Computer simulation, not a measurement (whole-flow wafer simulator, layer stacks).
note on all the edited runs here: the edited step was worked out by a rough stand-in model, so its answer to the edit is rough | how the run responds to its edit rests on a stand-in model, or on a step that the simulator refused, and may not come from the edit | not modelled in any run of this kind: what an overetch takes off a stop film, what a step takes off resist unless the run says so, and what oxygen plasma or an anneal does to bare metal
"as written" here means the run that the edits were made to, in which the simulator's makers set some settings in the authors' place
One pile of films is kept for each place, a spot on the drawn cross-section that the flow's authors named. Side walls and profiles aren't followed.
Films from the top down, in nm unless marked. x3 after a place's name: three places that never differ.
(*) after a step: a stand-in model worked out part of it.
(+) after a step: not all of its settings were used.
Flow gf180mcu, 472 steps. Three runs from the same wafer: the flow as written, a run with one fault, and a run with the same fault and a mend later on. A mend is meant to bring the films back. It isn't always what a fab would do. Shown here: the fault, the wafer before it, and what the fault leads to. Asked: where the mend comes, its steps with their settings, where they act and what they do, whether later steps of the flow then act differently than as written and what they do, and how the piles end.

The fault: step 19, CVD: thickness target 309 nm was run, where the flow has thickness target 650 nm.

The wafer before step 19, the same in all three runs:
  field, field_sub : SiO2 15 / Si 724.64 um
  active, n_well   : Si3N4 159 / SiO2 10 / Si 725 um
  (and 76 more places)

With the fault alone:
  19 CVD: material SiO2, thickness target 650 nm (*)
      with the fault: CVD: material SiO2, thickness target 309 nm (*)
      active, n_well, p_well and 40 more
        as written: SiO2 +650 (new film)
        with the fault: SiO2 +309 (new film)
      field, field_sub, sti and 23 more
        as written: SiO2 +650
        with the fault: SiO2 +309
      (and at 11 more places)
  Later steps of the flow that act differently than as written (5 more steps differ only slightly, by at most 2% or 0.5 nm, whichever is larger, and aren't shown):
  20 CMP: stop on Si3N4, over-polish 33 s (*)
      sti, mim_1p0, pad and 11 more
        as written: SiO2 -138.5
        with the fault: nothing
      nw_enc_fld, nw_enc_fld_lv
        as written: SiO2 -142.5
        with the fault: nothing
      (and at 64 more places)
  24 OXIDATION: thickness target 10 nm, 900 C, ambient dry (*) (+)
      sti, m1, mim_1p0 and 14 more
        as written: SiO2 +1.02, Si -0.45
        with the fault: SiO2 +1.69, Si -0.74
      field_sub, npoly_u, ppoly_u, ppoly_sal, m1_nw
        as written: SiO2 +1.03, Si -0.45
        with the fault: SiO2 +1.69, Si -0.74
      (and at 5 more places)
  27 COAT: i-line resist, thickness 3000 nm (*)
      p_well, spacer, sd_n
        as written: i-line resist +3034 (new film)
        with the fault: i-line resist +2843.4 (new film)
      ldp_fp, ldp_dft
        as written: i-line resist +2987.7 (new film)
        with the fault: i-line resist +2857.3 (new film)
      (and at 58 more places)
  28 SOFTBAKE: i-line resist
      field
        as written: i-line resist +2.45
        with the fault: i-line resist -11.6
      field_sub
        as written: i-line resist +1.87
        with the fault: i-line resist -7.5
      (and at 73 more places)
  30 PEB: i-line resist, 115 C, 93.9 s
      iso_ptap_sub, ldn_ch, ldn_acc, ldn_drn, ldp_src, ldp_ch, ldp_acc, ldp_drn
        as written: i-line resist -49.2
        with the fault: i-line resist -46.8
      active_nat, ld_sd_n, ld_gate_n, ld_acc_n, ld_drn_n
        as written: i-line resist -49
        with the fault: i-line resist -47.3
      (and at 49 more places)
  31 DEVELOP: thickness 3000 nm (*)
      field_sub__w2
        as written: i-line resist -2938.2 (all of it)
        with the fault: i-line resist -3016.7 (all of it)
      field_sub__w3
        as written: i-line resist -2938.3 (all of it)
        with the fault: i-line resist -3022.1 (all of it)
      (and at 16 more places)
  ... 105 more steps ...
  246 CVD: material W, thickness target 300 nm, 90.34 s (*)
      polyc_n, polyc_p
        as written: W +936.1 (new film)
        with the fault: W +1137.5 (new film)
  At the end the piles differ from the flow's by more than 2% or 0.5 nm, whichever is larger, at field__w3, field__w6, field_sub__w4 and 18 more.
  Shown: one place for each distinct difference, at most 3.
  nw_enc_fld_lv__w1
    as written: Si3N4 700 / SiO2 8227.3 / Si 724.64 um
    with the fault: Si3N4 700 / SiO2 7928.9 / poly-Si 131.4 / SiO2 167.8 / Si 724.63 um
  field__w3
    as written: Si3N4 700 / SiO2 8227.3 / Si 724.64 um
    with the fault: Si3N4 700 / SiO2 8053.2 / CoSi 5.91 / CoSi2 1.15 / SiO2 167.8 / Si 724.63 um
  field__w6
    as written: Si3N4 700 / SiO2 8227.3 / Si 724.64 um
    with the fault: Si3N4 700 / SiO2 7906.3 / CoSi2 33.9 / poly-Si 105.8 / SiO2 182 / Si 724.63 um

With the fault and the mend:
  The mend comes after step 19.
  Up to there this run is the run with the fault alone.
  19a CVD: material SiO2, thickness target 341 nm (*) (the flow's step 19 once more, with other settings)
      field, field_sub, active and 76 more
        SiO2 +341
      m1
        SiO2 +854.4
  No later step of the flow acts differently than as written, at any place that is followed, by more than 2% or 0.5 nm, whichever is larger.
  At the end the piles differ from the flow's only slightly at the places that both follow, by at most 2% or 0.5 nm, whichever is larger.
